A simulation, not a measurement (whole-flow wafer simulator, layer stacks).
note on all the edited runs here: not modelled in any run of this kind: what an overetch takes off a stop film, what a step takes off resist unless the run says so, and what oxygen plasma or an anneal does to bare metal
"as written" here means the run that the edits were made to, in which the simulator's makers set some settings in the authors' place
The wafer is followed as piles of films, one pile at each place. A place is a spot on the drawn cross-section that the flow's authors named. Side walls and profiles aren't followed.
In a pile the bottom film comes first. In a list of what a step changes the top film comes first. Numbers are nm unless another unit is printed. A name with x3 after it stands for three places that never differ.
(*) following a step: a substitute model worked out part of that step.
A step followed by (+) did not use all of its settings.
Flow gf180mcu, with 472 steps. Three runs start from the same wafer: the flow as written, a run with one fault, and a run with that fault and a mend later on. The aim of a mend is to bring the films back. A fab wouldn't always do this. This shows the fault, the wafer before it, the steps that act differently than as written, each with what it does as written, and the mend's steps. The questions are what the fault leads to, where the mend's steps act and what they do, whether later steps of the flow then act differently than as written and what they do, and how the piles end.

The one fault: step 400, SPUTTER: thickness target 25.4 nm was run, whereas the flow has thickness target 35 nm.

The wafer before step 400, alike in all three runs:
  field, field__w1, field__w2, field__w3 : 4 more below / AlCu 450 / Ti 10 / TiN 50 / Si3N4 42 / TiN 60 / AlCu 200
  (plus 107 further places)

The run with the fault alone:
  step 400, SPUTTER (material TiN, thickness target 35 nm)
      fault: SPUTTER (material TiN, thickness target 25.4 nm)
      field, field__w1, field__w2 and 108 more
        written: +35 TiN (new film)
        fault: +25.4 TiN (new film)
  Steps further on in the flow that do not act as written (9 other steps are not shown; they differ only slightly, by no more than 2% or 0.5 nm, whichever is larger):
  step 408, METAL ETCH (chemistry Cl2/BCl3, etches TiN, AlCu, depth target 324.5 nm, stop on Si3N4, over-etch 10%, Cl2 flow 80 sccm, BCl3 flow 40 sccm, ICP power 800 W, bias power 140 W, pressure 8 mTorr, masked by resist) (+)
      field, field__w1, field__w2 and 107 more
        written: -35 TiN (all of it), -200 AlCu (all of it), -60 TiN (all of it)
        fault: -25.4 TiN (all of it), -200 AlCu (all of it), -60 TiN (all of it)
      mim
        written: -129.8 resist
        fault: -125.6 resist
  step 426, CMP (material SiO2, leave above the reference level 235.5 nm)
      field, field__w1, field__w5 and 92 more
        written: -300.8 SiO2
        fault: -310.4 SiO2
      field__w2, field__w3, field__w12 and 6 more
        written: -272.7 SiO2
        fault: -282.3 SiO2
  At mim, the piles at the end differ from the flow's by more than 2% or 0.5 nm, whichever is larger.
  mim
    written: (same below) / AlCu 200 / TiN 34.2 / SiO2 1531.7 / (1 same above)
    fault: (same below) / AlCu 200 / TiN 24.6 / SiO2 1531.7 / (1 same above)

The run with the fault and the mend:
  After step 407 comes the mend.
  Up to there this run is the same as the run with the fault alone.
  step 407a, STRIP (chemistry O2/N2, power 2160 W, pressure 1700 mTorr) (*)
      mim
        -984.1 resist (all of it)
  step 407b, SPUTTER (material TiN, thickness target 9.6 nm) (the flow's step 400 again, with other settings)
      field, field__w1, field__w2 and 108 more
        +9.6 TiN
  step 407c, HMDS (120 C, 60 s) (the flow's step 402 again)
      alters no film at any place that is followed
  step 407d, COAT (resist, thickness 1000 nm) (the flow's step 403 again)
      field, field__w1, field__w2 and 108 more
        +1000 resist (new film)
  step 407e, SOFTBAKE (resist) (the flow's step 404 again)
      alters no film at any place that is followed
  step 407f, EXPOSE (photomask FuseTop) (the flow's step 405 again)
      alters no film at any place that is followed
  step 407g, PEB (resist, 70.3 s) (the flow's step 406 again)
      field, field__w1, field__w2 and 108 more
        -15.9 resist
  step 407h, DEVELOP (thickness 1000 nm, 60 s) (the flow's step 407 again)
      field, field__w1, field__w2 and 107 more
        -984.1 resist (all of it)
  None of the later steps of the flow acts differently than as written at any place that is followed.
  At every place that both follow, the piles at the end match the flow's.
